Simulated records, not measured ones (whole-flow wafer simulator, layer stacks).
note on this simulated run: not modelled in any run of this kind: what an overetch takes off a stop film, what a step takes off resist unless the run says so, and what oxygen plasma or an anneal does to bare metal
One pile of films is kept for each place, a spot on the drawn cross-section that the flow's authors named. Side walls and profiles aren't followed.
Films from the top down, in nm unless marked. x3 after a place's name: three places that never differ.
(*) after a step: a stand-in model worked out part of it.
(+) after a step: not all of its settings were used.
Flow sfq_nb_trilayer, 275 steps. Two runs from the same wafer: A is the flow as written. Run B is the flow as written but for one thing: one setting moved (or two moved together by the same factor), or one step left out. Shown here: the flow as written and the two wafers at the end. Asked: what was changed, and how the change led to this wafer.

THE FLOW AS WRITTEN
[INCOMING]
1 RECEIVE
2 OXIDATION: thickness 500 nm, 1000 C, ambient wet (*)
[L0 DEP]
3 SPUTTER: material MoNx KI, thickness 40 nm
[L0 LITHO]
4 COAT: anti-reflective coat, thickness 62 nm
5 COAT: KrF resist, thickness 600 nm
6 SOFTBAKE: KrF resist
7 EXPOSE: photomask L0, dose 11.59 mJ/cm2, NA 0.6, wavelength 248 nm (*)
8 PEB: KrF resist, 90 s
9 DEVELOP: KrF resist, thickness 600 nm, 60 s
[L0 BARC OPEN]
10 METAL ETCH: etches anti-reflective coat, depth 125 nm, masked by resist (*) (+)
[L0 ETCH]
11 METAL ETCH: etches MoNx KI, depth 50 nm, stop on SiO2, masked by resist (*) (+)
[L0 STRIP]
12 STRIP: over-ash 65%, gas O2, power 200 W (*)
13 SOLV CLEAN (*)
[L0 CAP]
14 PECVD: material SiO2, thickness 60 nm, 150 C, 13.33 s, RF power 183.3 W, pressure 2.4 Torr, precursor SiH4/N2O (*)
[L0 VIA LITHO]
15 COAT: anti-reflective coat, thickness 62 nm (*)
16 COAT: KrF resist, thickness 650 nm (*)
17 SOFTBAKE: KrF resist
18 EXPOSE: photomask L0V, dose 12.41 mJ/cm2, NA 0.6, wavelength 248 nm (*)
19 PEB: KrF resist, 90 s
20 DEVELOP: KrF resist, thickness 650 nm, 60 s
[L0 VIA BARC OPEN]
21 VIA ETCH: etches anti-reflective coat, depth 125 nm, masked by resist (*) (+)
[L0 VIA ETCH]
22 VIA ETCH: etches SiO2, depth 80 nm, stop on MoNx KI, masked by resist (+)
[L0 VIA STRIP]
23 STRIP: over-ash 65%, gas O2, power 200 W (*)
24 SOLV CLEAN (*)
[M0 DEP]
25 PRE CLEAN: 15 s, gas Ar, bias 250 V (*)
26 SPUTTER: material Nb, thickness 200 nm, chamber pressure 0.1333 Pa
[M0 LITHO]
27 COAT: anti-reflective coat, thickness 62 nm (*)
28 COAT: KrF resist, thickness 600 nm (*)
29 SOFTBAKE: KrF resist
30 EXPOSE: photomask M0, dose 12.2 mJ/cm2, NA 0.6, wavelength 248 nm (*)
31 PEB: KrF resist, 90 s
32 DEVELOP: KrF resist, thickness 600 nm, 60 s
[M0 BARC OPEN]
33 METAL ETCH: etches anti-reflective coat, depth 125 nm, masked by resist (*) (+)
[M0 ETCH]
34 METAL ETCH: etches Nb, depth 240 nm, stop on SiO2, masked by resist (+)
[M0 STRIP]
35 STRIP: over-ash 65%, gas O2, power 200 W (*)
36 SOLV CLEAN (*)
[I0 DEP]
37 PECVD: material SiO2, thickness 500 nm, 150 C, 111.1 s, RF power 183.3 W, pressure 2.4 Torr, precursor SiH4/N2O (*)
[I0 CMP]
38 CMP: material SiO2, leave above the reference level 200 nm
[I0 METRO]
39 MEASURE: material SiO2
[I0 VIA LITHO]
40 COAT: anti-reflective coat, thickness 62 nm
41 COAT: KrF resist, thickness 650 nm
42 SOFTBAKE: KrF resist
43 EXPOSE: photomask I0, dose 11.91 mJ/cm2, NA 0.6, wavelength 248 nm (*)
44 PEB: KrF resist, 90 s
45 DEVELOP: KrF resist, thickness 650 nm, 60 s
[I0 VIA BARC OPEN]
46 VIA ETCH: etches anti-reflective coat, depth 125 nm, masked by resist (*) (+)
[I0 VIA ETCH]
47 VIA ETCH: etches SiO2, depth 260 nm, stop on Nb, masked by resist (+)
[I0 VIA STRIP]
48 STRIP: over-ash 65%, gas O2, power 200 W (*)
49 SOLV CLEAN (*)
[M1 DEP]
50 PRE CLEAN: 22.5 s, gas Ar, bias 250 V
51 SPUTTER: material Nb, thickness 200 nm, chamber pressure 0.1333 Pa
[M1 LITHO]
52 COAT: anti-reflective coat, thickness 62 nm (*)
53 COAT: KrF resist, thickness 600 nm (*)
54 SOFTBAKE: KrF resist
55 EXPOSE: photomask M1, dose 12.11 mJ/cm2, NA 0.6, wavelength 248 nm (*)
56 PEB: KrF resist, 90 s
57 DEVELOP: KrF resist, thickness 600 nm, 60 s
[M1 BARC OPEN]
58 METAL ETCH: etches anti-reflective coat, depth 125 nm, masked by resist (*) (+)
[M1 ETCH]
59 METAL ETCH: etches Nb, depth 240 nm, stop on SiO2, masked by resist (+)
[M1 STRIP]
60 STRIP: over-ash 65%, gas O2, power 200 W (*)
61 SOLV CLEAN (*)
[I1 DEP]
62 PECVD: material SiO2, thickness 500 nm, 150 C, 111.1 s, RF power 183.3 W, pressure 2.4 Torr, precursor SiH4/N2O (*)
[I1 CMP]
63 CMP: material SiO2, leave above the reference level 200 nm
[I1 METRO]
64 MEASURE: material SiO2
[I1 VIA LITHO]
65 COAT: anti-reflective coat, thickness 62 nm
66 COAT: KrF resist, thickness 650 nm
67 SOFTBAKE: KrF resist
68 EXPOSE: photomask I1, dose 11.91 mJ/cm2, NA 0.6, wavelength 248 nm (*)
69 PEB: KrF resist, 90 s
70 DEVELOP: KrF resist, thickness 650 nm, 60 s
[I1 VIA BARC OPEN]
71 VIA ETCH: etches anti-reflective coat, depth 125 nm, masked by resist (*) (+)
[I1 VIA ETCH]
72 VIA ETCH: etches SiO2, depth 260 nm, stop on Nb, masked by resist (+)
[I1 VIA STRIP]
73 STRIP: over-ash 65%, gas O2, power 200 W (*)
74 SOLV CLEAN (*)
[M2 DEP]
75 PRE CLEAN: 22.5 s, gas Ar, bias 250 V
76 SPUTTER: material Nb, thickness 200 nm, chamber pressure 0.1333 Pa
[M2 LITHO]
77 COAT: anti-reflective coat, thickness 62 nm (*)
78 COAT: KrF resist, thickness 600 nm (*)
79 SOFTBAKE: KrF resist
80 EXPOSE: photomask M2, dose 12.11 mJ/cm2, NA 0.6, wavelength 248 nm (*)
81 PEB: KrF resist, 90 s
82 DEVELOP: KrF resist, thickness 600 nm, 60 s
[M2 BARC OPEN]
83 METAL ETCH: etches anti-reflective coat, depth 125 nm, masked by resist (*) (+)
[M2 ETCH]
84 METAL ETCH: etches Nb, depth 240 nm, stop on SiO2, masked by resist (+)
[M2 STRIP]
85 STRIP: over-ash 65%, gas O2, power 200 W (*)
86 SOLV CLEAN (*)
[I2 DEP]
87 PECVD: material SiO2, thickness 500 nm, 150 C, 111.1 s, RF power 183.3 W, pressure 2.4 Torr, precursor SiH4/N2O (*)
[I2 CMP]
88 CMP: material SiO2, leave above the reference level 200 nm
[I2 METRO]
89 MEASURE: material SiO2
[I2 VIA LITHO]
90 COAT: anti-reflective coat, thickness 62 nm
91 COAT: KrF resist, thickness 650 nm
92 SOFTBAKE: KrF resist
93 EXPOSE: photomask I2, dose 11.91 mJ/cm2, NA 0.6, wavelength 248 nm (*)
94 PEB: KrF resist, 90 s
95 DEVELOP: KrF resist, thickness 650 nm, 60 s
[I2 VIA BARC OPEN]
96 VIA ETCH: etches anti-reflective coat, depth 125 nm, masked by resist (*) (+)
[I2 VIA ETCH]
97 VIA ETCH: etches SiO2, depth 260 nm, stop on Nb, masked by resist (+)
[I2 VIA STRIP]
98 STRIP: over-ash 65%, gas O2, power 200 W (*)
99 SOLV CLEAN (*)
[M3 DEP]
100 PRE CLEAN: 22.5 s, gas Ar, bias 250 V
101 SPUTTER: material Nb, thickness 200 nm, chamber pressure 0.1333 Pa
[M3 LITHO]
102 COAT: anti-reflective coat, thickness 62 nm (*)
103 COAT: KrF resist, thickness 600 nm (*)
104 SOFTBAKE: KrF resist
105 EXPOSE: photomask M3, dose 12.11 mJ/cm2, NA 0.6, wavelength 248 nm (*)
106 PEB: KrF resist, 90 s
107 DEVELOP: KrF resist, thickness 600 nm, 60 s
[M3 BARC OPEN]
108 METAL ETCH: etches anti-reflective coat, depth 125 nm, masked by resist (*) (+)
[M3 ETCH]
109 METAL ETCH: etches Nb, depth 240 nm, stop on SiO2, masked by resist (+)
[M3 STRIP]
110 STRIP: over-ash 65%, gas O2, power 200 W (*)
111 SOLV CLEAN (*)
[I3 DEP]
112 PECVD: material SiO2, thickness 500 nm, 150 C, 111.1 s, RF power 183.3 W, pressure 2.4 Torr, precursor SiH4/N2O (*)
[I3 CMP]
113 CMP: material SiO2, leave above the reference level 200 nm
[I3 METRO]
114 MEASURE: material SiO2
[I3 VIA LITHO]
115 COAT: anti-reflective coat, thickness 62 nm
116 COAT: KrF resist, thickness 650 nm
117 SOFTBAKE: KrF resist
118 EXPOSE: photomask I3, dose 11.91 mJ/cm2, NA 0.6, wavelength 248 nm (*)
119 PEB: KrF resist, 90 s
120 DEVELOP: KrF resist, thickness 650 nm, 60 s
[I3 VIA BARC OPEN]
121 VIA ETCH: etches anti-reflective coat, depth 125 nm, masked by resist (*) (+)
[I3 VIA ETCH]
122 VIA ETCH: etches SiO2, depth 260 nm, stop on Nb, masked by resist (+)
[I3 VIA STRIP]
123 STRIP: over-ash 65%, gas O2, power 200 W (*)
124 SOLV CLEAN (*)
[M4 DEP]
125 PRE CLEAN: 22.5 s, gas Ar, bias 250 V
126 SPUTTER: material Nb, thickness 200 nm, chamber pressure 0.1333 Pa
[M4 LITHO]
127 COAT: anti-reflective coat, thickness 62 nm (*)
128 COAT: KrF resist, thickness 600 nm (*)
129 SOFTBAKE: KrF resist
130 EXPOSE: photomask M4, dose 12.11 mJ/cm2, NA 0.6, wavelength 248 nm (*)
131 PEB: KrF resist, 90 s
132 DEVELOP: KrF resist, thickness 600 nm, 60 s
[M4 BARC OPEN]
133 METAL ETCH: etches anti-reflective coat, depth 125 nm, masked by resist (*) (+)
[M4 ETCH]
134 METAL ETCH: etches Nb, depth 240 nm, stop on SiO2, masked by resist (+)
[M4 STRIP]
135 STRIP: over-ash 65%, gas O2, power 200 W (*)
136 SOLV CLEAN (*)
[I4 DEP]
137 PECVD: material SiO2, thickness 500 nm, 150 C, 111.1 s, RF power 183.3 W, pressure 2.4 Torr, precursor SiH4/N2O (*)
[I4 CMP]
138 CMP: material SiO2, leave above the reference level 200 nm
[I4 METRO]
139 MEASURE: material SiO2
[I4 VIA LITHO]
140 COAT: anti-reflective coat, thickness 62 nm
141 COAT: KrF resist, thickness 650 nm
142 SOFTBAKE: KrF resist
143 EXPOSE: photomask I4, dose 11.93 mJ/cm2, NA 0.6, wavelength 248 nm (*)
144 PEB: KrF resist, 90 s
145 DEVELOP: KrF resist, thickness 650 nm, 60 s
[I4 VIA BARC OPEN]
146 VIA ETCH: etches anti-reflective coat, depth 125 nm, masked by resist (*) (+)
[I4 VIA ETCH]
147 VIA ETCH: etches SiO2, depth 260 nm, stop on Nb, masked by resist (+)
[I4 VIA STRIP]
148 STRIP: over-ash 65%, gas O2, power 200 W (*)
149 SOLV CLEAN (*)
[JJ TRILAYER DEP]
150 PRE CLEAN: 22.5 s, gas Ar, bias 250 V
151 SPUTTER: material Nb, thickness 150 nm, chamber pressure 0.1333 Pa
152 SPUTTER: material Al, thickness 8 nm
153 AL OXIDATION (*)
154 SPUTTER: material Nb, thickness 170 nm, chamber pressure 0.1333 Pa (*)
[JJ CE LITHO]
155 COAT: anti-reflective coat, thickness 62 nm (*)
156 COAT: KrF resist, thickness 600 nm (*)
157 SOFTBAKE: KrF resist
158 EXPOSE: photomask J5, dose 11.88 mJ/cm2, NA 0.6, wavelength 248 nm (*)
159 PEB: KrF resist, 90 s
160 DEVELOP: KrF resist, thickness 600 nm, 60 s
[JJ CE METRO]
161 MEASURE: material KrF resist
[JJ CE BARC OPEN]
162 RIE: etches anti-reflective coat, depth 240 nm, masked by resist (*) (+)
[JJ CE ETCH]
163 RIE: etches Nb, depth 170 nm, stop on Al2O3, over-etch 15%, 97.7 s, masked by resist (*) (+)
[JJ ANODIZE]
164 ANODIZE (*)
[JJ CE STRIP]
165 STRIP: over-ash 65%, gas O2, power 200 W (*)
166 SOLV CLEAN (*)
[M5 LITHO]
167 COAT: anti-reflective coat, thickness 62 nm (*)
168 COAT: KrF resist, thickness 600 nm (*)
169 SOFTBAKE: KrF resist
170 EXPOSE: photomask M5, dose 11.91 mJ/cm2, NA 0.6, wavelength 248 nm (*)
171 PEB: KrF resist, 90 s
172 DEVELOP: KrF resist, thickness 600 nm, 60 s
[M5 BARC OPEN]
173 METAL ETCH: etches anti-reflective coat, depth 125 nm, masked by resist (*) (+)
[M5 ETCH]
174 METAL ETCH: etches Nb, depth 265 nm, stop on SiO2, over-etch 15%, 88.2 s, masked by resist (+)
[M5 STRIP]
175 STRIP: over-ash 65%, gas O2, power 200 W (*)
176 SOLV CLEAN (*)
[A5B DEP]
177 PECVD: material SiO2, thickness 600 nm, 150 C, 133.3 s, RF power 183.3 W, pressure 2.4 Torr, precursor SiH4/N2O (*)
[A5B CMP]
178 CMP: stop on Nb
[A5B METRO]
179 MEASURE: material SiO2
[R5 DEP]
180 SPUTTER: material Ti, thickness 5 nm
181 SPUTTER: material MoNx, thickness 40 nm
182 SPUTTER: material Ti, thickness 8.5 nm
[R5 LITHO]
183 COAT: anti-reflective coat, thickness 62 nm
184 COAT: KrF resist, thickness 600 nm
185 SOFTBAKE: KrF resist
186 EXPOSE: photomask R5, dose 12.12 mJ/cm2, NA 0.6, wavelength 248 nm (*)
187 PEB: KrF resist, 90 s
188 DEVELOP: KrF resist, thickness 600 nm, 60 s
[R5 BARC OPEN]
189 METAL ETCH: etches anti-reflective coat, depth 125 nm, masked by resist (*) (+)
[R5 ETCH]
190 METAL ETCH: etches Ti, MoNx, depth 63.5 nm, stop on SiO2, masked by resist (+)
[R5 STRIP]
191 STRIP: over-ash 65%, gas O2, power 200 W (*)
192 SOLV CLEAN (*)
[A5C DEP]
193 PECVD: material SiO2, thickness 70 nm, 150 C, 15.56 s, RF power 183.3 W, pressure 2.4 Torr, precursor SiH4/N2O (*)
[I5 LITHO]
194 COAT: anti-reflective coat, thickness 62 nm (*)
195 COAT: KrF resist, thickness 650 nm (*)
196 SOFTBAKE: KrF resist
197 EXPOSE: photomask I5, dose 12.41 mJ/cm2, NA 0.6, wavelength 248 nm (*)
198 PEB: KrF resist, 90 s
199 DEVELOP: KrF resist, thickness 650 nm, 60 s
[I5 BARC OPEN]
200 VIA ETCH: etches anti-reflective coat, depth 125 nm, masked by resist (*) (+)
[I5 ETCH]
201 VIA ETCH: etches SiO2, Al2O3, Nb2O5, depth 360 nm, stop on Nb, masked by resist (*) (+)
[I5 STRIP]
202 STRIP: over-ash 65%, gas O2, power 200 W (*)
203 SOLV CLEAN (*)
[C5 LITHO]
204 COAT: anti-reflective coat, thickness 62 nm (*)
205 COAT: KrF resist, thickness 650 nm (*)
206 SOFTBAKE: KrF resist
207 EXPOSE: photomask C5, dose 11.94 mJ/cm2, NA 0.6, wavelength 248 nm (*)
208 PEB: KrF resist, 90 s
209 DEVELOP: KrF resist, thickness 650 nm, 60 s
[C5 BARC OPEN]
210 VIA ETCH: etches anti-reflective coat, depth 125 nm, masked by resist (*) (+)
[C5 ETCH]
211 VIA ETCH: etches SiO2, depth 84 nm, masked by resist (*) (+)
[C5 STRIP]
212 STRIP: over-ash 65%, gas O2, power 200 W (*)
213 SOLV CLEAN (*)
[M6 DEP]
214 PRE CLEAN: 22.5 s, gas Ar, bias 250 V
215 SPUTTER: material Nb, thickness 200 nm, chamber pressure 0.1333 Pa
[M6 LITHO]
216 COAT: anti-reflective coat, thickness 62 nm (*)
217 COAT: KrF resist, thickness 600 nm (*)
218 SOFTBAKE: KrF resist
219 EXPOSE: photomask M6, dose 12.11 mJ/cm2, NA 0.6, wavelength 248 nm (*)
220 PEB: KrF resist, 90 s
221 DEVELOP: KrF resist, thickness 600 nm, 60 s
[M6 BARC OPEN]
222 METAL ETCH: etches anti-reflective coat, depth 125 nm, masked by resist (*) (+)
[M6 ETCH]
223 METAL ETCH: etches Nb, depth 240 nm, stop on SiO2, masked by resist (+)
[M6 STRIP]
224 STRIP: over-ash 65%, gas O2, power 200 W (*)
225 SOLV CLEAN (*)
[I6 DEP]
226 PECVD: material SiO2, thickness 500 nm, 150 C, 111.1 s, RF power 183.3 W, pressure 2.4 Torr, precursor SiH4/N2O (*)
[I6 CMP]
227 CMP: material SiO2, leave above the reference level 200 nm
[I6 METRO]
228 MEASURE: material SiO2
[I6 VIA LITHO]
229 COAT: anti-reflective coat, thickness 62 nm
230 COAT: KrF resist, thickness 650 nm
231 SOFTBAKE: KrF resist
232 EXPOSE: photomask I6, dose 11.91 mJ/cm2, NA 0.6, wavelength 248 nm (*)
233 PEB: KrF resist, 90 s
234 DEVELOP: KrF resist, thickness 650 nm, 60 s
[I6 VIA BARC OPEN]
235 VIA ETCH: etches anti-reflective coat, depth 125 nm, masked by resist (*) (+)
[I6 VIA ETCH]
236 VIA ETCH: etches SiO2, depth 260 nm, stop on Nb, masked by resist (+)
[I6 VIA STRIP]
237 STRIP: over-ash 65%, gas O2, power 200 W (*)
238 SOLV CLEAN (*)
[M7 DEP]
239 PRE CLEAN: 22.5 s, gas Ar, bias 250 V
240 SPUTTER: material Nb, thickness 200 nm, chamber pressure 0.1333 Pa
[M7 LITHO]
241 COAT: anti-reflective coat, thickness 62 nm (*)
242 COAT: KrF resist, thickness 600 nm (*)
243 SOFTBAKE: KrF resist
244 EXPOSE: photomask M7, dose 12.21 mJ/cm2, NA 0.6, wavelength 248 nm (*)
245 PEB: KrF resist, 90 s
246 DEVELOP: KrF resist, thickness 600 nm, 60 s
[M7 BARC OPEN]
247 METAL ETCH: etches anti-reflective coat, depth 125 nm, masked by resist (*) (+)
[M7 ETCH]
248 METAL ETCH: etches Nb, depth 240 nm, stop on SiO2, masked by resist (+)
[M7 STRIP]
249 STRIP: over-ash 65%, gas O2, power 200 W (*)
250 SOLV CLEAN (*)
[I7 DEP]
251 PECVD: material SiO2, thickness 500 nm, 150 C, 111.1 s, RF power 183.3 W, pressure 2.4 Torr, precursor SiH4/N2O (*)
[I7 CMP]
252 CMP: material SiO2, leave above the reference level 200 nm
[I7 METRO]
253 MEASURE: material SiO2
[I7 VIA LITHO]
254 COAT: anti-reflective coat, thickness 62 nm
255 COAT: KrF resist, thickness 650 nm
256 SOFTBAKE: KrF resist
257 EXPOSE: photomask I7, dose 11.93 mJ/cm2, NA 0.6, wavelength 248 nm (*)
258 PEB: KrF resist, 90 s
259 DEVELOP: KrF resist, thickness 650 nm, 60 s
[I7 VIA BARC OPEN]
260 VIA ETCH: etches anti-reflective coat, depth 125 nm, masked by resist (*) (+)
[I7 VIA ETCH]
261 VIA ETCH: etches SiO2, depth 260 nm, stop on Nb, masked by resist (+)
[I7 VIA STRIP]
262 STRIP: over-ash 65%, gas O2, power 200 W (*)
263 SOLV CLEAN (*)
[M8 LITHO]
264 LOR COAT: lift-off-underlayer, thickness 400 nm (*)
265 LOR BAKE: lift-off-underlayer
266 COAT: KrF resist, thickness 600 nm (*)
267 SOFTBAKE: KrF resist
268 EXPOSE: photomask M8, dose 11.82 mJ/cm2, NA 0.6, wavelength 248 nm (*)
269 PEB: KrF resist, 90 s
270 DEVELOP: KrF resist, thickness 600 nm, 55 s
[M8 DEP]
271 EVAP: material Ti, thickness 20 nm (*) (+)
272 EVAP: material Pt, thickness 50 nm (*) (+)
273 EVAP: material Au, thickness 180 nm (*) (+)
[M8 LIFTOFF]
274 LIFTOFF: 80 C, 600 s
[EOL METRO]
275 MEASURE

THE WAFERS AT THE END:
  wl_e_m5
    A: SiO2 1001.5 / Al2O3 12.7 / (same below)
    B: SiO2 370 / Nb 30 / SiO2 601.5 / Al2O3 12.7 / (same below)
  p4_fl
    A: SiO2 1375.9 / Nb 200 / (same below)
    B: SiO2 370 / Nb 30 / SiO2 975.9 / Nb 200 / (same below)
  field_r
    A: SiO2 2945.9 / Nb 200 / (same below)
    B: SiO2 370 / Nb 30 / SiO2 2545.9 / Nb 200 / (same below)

The cause: step 248, METAL ETCH: depth 170 nm was run, where the flow has depth 240 nm.

How the change led to this, step by step:
  248 METAL ETCH: etches Nb, depth 240 nm, stop on SiO2, masked by resist (+)
      field_l, field_r, lsp_l and 62 more: A Nb -200 (all of it) | B Nb -170
      v_sur, via_wl, via_w and 38 more: A KrF resist -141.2 | B KrF resist -100
  249 STRIP: over-ash 65%, gas O2, power 200 W (*)
      wl_j_sl, wl_jj, wl_j_sr and 14 more: A KrF resist -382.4 (all of it), anti-reflective coat -62 (all of it) | B KrF resist -423.6 (all of it), anti-reflective coat -62 (all of it)
      ln_m5, lsp_m, ln_m6, lsp_r: A KrF resist -381.9 (all of it), anti-reflective coat -61.8 (all of it) | B KrF resist -423.1 (all of it), anti-reflective coat -61.8 (all of it)
      (and at 20 more places)
  251 PECVD: material SiO2, thickness 500 nm, 150 C, 111.1 s, RF power 183.3 W, pressure 2.4 Torr, precursor SiH4/N2O (*)
      field_l, p4_fl, p4_fm and 56 more: A SiO2 +500 | B SiO2 +500 (new film)
      field_r, lsp_l: A SiO2 +477.7 | B SiO2 +481 (new film)
      (and at 4 more places)
  252 CMP: material SiO2, leave above the reference level 200 nm
      field_l, p4_fl, p4_fm and 56 more: A SiO2 -100 | B SiO2 -130
      field_r, lsp_l: A SiO2 -77.7 | B SiO2 -111
      (and at 2 more places)
Counting metal films that touch as one body, wl_e_m5 has 7 bodies (between them, from the top down: SiO2 601.5 / Al2O3 12.7 / Nb2O5 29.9; SiO2 192.5; SiO2 192.5; SiO2 192.5; SiO2 192.5; SiO2 192.5); the flow as written gives 6 bodies (between them, from the top down: SiO2 192.5; SiO2 192.5; SiO2 192.5; SiO2 192.5; SiO2 192.5).
Counting metal films that touch as one body, p4_fl has 3 bodies (between them, from the top down: SiO2 975.9; SiO2 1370); the flow as written gives 2 bodies (between them, from the top down: SiO2 1370).
Counting metal films that touch as one body, field_r has 2 bodies (between them, from the top down: SiO2 2545.9); the flow as written gives 1 body.
